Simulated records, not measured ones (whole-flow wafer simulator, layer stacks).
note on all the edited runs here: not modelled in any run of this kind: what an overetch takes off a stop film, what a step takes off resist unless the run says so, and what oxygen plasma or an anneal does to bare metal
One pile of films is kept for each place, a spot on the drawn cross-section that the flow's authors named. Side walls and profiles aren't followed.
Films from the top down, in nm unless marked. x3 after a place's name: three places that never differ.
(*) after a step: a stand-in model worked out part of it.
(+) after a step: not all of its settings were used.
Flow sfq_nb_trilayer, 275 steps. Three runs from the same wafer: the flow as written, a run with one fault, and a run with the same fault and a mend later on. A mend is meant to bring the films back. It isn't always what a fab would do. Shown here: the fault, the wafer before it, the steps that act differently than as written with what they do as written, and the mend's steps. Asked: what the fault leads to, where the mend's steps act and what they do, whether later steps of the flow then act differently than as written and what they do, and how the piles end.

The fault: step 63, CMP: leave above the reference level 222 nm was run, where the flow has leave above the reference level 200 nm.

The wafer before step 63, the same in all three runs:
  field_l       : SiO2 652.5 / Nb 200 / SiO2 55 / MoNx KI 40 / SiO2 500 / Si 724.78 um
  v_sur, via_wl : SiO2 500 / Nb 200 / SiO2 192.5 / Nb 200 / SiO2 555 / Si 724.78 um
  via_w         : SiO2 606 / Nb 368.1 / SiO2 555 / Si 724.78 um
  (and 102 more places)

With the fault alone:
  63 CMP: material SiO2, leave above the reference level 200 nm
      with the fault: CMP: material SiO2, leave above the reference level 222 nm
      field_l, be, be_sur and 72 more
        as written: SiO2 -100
        with the fault: SiO2 -78
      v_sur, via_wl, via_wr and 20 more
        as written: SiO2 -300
        with the fault: SiO2 -278
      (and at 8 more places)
  Later steps of the flow that act differently than as written (5 more steps differ only slightly, by at most 2% or 0.5 nm, whichever is larger, and aren't shown):
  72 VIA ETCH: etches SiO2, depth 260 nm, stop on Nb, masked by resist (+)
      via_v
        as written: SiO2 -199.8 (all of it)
        with the fault: SiO2 -221.8 (all of it)
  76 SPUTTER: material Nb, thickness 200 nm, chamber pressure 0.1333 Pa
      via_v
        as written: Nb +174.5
        with the fault: Nb +170.4
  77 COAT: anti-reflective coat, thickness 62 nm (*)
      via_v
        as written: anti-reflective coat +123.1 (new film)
        with the fault: anti-reflective coat +127.8 (new film)
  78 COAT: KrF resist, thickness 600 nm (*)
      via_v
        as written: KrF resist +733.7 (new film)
        with the fault: KrF resist +751.5 (new film)
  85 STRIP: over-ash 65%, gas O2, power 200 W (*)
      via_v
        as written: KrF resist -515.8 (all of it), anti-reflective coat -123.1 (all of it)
        with the fault: KrF resist -533.5 (all of it), anti-reflective coat -127.8 (all of it)
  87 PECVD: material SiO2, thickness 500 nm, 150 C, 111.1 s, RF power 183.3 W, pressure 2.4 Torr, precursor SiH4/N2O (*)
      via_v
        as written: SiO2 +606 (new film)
        with the fault: SiO2 +632.1 (new film)
  At the end the piles differ from the flow's by more than 2% or 0.5 nm, whichever is larger, at v_sur, via_wl, via_w and 29 more.
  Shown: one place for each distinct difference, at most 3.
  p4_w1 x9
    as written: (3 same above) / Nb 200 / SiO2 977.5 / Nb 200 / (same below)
    with the fault: (3 same above) / Nb 200 / SiO2 999.5 / Nb 200 / (same below)
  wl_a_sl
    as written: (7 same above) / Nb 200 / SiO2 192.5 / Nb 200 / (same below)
    with the fault: (7 same above) / Nb 200 / SiO2 214.5 / Nb 200 / (same below)
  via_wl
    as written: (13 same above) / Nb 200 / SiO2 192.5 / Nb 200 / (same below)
    with the fault: (13 same above) / Nb 200 / SiO2 214.5 / Nb 200 / (same below)

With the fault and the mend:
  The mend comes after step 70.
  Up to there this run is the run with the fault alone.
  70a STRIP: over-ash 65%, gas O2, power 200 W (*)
      field_l, v_sur, via_wl and 102 more
        KrF resist -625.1 (all of it), anti-reflective coat -62 (all of it)
      via_v
        anti-reflective coat -62 (all of it)
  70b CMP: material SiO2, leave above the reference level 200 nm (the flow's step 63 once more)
      field_l, v_sur, via_wl and 103 more
        SiO2 -22
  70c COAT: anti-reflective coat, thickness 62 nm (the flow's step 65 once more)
      field_l, v_sur, via_wl and 103 more
        anti-reflective coat +62 (new film)
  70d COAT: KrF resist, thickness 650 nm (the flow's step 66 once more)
      field_l, v_sur, via_wl and 103 more
        KrF resist +650 (new film)
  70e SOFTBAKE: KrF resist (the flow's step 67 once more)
      changes no film at any place that is followed
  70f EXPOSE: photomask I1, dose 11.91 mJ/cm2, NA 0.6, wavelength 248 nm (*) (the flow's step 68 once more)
      changes no film at any place that is followed
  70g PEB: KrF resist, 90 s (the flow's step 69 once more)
      field_l, v_sur, via_wl and 103 more
        KrF resist -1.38
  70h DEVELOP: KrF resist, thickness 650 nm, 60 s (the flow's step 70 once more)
      field_l, v_sur, via_wl and 102 more
        KrF resist -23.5
      via_v
        KrF resist -648.6 (all of it)
  No later step of the flow acts differently than as written at any place that is followed.
  At the end the piles are the same as the flow's at every place that both follow.
